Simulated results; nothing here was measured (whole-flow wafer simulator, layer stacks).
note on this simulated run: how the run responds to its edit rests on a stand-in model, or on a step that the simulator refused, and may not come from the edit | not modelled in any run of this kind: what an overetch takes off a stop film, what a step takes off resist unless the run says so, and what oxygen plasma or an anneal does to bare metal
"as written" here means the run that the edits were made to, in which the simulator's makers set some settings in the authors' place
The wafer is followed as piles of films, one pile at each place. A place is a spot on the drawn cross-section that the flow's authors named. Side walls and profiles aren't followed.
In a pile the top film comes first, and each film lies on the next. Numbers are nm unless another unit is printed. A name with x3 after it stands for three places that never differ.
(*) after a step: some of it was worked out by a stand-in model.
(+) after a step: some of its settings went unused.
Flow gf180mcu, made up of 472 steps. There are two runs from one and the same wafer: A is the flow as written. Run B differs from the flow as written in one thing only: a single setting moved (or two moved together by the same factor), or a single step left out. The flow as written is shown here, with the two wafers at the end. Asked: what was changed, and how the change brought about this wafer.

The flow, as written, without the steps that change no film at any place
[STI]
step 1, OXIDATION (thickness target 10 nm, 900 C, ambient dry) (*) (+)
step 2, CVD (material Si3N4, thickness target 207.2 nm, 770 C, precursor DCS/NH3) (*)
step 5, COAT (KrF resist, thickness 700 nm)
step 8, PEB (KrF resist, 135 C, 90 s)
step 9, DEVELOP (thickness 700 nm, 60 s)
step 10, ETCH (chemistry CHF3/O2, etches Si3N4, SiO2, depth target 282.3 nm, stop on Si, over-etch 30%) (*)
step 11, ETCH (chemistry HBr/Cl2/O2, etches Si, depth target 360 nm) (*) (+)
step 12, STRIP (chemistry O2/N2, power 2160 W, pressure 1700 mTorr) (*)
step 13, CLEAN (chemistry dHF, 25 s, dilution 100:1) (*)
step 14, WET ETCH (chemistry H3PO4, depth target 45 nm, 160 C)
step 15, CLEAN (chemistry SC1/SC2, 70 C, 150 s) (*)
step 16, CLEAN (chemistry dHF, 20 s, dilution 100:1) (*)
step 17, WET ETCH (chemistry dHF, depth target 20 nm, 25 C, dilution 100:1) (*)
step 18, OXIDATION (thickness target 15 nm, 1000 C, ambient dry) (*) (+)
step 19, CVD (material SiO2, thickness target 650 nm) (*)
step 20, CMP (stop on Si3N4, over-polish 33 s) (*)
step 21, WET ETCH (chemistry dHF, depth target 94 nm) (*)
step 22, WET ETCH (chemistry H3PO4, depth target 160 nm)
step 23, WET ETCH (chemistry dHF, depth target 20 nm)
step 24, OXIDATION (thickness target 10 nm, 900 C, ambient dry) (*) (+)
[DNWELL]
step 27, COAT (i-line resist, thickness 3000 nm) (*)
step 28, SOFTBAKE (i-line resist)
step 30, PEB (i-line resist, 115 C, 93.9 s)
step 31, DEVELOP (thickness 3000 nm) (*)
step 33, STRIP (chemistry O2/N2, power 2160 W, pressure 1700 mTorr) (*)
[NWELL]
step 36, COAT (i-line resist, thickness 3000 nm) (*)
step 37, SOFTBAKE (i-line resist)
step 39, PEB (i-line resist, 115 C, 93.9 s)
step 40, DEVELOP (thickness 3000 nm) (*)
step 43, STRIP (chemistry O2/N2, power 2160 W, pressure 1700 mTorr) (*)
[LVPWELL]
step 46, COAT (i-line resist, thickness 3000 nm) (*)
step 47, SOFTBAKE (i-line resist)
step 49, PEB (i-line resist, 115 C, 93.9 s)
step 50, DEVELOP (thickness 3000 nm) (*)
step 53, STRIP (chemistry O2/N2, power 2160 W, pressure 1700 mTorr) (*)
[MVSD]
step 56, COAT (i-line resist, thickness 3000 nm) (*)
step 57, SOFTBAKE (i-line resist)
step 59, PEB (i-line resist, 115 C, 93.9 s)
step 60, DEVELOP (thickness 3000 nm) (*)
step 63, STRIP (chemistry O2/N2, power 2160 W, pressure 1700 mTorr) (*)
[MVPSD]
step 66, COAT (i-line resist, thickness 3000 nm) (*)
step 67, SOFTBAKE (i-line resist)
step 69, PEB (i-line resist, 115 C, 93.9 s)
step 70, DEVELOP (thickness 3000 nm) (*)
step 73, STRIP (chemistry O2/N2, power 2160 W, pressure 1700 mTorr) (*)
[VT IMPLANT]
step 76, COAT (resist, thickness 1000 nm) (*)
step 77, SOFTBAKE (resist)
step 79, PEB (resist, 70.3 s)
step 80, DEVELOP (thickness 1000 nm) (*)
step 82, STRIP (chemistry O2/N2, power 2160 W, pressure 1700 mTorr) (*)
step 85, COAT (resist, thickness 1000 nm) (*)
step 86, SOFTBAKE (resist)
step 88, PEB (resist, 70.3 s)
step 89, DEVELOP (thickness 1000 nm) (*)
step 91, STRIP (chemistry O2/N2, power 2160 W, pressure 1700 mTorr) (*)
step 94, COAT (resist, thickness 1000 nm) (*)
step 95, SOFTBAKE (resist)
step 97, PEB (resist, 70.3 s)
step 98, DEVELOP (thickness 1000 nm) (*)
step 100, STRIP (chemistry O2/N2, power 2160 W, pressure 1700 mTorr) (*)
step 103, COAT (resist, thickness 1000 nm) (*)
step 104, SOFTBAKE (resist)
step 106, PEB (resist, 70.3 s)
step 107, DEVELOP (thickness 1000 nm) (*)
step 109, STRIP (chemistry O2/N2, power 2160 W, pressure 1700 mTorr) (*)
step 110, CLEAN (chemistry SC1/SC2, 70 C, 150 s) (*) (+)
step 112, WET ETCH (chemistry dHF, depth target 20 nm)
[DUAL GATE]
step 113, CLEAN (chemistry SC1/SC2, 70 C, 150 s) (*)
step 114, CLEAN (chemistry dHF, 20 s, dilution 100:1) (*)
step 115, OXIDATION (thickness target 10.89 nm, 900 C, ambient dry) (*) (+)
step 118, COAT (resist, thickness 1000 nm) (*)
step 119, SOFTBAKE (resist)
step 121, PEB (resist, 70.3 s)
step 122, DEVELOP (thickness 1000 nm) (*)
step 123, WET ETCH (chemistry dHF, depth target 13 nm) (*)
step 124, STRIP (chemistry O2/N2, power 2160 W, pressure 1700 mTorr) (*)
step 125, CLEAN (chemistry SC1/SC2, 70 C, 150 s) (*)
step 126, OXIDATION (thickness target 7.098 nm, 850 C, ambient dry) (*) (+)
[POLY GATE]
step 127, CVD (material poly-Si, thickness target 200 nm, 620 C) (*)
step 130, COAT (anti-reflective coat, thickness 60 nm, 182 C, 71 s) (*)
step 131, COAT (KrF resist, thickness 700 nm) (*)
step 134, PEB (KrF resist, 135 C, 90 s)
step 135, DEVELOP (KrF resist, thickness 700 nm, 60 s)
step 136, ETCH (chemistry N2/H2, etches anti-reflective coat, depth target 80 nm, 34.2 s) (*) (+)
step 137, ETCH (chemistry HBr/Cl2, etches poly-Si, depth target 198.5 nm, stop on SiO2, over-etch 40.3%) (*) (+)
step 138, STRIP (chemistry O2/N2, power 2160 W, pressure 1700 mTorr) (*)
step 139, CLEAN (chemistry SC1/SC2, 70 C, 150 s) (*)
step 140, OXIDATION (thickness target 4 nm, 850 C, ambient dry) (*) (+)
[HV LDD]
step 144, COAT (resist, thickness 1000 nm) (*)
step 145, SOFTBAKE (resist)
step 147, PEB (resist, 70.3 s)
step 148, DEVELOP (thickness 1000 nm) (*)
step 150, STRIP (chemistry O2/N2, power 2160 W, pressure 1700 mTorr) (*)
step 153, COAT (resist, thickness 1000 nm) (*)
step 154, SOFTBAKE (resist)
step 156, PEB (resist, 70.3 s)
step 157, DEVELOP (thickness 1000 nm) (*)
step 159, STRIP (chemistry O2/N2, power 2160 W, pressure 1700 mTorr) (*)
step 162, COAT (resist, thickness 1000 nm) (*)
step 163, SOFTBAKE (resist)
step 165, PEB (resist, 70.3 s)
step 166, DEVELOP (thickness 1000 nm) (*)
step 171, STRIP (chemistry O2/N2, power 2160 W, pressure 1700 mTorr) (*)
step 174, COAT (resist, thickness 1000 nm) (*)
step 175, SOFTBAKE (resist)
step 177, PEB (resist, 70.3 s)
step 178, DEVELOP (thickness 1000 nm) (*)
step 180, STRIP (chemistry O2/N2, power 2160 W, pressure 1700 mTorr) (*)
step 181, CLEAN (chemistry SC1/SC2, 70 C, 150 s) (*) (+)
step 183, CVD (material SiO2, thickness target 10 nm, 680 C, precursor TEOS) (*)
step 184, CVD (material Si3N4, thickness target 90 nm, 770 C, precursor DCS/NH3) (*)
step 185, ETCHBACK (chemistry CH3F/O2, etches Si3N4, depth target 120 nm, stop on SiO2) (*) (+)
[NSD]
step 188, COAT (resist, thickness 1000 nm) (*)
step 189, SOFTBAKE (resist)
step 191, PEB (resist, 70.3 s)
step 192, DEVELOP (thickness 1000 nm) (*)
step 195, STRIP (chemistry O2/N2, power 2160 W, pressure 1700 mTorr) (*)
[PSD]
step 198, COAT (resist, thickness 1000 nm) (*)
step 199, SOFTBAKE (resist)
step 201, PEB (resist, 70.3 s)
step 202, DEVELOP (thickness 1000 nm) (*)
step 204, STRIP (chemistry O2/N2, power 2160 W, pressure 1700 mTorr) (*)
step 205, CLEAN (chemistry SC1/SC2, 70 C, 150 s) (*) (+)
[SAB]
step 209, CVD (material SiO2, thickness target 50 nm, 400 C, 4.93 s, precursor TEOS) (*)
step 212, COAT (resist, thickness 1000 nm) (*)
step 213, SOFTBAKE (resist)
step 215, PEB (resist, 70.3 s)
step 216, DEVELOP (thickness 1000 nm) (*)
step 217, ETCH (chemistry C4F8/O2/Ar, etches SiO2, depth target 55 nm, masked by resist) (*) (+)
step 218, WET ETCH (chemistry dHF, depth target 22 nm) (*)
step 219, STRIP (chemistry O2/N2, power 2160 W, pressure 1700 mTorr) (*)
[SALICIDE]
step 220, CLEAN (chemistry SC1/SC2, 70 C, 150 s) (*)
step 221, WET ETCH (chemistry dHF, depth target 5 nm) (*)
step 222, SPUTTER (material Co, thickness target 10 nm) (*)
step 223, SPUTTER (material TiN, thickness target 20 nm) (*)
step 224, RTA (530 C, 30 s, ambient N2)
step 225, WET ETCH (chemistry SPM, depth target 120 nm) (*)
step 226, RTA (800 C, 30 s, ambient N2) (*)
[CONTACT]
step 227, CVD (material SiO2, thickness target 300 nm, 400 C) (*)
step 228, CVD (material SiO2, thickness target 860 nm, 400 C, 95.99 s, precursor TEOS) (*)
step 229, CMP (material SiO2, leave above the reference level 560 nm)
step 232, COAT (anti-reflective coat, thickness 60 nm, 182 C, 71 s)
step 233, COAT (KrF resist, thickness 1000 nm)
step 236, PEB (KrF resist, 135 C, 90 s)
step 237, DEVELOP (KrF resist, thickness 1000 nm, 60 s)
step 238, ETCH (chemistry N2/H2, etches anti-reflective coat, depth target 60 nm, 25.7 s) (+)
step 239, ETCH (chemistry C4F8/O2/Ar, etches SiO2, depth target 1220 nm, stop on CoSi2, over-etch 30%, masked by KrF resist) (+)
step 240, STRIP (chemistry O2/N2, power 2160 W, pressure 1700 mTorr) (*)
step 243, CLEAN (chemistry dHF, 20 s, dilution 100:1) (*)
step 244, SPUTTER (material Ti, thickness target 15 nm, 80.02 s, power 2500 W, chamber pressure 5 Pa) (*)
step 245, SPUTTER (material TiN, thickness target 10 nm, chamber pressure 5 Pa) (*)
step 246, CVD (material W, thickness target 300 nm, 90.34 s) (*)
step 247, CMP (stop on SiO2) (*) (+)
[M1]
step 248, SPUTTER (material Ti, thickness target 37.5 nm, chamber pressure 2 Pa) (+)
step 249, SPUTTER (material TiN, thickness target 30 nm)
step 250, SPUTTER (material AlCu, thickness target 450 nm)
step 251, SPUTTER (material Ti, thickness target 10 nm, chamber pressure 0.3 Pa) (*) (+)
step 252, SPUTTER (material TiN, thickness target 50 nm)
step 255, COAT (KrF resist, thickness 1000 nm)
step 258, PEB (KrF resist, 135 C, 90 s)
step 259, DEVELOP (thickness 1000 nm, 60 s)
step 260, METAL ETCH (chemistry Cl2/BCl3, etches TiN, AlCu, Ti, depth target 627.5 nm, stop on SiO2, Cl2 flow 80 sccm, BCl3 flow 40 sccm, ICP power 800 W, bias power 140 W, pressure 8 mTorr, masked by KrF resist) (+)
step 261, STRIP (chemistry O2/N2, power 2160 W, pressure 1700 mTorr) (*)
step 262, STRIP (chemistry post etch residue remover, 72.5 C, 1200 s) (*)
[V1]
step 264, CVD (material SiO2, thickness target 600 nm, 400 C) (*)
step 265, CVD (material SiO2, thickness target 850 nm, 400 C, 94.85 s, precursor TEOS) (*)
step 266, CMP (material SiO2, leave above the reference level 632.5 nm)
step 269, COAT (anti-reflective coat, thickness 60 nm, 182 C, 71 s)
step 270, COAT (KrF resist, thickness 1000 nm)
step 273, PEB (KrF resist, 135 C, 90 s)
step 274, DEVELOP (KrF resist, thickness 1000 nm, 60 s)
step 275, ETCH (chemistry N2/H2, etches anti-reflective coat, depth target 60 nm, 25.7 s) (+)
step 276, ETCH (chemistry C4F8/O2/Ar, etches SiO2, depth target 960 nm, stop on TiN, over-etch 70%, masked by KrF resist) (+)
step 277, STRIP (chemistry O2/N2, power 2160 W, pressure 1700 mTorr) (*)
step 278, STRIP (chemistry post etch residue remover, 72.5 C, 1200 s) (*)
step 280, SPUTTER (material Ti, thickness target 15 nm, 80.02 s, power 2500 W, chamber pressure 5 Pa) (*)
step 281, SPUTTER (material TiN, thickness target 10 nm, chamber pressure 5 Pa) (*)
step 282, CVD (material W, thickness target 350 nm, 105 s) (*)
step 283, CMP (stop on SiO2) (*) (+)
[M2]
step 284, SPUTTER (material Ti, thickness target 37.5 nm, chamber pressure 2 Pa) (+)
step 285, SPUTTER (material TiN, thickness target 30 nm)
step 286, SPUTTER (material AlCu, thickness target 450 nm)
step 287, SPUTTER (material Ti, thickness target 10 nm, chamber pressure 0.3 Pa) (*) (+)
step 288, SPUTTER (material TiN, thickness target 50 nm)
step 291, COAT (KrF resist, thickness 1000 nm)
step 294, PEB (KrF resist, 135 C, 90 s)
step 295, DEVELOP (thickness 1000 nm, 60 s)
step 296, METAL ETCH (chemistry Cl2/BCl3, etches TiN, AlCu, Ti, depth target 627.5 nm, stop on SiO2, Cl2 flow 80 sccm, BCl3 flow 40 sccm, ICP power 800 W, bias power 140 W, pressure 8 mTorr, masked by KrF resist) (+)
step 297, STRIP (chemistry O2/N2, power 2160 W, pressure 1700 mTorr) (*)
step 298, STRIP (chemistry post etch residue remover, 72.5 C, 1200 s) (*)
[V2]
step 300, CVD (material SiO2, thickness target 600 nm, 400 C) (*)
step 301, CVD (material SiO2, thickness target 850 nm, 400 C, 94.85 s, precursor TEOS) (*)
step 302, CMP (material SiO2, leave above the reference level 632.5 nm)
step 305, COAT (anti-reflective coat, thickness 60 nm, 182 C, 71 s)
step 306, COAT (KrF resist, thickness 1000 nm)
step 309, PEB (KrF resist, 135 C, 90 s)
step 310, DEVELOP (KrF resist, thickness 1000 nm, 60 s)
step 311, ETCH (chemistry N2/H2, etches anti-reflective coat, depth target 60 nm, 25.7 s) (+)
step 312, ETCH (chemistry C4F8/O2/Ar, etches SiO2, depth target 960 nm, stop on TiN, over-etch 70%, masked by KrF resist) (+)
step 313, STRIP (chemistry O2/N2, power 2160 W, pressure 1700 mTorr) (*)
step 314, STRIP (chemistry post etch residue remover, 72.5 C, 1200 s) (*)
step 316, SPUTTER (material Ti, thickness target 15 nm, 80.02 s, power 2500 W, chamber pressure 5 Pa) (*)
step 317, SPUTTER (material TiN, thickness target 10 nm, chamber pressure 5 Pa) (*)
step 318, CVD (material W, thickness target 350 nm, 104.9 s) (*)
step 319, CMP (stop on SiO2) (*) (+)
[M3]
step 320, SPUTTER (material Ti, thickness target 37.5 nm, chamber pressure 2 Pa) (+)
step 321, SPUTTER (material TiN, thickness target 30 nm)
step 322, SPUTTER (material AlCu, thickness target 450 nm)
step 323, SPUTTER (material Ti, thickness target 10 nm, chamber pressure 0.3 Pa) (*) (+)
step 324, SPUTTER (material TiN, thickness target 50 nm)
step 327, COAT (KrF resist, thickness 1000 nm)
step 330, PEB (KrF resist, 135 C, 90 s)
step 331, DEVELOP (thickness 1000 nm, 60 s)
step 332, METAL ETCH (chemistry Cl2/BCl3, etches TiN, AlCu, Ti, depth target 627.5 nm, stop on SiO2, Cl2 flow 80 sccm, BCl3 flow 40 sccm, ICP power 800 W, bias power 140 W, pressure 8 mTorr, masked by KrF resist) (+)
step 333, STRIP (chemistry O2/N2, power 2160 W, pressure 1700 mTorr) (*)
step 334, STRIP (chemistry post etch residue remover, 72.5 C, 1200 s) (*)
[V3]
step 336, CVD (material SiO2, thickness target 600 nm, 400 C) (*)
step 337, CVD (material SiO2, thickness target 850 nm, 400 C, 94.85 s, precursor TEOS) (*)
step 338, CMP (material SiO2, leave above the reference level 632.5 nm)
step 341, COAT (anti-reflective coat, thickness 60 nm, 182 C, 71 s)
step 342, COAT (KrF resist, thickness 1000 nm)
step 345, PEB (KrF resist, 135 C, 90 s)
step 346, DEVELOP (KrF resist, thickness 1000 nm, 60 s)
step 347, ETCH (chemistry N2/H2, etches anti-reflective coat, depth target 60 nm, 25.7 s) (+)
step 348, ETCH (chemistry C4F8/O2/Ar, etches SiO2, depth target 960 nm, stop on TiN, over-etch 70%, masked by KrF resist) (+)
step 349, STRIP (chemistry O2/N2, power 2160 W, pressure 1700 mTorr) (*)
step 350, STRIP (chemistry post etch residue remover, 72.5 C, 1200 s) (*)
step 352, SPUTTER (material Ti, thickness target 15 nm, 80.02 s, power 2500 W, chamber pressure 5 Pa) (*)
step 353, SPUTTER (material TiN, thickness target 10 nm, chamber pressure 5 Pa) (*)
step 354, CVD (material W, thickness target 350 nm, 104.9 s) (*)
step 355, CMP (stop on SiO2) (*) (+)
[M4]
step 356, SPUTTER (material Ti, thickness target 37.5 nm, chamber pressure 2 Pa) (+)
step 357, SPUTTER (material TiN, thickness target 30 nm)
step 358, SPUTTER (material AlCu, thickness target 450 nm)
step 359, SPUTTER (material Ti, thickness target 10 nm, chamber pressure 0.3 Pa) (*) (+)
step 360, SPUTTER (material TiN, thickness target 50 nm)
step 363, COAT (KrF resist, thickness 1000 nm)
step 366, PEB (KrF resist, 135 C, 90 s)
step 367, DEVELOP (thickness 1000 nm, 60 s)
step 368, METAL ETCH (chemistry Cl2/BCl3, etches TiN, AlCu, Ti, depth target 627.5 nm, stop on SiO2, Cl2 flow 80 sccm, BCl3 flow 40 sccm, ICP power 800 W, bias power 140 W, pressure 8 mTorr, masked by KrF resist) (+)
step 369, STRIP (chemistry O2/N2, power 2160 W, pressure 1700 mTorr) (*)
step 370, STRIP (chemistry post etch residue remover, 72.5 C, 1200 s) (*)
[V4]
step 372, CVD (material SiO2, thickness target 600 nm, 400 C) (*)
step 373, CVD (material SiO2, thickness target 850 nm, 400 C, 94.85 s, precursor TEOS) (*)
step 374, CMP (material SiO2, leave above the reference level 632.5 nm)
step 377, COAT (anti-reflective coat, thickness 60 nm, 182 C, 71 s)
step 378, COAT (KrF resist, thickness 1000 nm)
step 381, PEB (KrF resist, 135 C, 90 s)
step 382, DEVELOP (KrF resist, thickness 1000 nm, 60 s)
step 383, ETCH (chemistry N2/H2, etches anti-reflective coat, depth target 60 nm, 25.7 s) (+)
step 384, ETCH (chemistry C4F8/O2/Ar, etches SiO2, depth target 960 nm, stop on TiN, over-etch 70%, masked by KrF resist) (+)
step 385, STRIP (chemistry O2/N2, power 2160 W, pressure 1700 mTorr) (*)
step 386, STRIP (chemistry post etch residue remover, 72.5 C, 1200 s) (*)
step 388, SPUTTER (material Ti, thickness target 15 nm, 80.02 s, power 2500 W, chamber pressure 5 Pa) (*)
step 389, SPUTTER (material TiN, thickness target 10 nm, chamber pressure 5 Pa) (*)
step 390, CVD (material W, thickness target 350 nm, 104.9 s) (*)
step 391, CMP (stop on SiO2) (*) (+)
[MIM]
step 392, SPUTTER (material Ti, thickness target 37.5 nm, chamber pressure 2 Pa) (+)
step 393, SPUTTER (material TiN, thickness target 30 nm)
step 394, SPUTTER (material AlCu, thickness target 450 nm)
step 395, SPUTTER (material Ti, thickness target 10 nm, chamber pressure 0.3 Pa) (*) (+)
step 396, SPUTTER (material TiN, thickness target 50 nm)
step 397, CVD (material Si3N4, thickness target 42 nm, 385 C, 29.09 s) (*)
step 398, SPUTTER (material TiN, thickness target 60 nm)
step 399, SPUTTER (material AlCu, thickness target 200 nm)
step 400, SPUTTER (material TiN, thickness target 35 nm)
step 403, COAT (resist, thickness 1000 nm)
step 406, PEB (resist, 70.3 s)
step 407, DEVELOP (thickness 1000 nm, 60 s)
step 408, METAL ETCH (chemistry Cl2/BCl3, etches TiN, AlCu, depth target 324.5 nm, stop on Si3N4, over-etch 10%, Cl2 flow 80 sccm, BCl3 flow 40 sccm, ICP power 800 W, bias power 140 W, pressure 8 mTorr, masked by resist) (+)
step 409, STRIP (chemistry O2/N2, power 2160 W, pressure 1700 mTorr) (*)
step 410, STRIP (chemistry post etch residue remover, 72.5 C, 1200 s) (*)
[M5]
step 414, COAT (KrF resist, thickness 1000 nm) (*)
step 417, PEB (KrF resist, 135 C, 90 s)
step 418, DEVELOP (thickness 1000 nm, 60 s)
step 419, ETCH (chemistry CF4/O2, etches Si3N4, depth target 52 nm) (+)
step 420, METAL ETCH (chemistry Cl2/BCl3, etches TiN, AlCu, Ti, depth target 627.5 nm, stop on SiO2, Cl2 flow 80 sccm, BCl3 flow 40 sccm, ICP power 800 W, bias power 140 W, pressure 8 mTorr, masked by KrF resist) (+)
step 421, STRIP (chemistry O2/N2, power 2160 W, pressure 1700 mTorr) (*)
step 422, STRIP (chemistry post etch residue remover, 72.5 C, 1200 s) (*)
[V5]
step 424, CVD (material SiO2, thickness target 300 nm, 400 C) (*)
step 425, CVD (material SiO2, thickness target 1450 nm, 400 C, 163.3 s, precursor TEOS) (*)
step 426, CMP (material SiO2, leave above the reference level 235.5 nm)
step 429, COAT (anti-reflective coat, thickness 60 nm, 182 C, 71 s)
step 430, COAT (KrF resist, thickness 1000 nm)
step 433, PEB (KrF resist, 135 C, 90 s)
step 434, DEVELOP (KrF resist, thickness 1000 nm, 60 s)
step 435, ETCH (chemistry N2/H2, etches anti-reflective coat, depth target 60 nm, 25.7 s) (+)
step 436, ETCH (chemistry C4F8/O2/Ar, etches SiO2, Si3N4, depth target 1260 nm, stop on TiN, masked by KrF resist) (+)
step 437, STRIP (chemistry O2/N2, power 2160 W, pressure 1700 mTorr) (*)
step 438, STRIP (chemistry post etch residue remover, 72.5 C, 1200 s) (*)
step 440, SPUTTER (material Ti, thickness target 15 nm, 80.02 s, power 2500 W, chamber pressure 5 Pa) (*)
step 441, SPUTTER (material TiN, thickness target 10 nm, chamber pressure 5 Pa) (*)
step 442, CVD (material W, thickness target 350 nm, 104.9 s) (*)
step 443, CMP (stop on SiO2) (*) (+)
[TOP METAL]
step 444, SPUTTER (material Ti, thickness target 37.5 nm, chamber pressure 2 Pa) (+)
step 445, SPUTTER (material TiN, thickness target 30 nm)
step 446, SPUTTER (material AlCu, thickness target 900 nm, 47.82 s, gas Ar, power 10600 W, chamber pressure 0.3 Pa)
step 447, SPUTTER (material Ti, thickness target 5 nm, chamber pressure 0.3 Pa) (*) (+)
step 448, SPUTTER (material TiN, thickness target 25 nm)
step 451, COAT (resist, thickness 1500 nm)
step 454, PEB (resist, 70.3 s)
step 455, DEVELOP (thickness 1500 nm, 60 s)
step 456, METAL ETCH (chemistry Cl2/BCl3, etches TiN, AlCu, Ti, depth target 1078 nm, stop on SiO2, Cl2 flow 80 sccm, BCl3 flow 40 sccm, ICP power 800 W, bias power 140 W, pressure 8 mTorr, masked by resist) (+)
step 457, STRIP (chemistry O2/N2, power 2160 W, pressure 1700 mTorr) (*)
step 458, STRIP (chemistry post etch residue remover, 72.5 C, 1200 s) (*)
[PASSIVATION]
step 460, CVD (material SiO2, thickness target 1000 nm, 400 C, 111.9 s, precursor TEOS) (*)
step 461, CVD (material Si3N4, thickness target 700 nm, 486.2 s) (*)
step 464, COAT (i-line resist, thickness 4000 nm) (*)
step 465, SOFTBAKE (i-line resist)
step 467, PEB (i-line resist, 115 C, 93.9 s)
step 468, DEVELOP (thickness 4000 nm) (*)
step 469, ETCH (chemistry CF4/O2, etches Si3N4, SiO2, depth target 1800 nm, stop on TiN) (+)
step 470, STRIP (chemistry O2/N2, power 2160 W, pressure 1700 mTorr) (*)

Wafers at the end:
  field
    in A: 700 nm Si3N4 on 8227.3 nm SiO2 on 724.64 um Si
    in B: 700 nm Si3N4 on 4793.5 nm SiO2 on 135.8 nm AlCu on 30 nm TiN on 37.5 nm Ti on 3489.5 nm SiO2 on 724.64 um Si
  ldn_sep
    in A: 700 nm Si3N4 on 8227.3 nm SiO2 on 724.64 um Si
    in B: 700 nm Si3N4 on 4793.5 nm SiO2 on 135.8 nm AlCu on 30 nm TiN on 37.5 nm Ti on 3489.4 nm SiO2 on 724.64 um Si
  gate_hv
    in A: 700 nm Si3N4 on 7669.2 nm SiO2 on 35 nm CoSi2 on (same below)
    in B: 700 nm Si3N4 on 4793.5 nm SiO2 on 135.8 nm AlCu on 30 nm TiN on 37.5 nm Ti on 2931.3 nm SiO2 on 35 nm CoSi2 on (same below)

The reason: step 322, SPUTTER: thickness target 709 nm was run, while the flow as written has thickness target 450 nm.

Step by step, how the change led to this:
  step 322, SPUTTER (material AlCu, thickness target 450 nm)
      field, field__w1, field__w2 and 108 more: A +450 AlCu (new film) | B +709 AlCu (new film)
  step 332, METAL ETCH (chemistry Cl2/BCl3, etches TiN, AlCu, Ti, depth target 627.5 nm, stop on SiO2, Cl2 flow 80 sccm, BCl3 flow 40 sccm, ICP power 800 W, bias power 140 W, pressure 8 mTorr, masked by KrF resist) (+)
      field, field__w1, field__w2 and 103 more: A -50 TiN (all of it), -10 Ti (all of it), -450 AlCu (all of it), -30 TiN (all of it), -37.5 Ti (all of it) | B -50 TiN (all of it), -10 Ti (all of it), -567.5 AlCu
  step 334, STRIP (chemistry post etch residue remover, 72.5 C, 1200 s) (*)
      field, field__w1, field__w2 and 103 more: A nothing | B -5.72 AlCu
  step 336, CVD (material SiO2, thickness target 600 nm, 400 C) (*)
      field, field__w1, field__w2 and 103 more: A +600 SiO2 | B +600 SiO2 (new film)
  step 338, CMP (material SiO2, leave above the reference level 632.5 nm)
      field, field__w1, field__w2 and 103 more: A -300 SiO2 | B -244.3 SiO2
If metal films that touch count as one body, field has 1 body; the flow as written gives 0 bodies.
If metal films that touch count as one body, ldn_sep has 1 body; the flow as written gives 0 bodies.
If metal films that touch count as one body, gate_hv has 2 bodies (between them, from the top down: SiO2 2931.3); the flow as written gives 1 body.
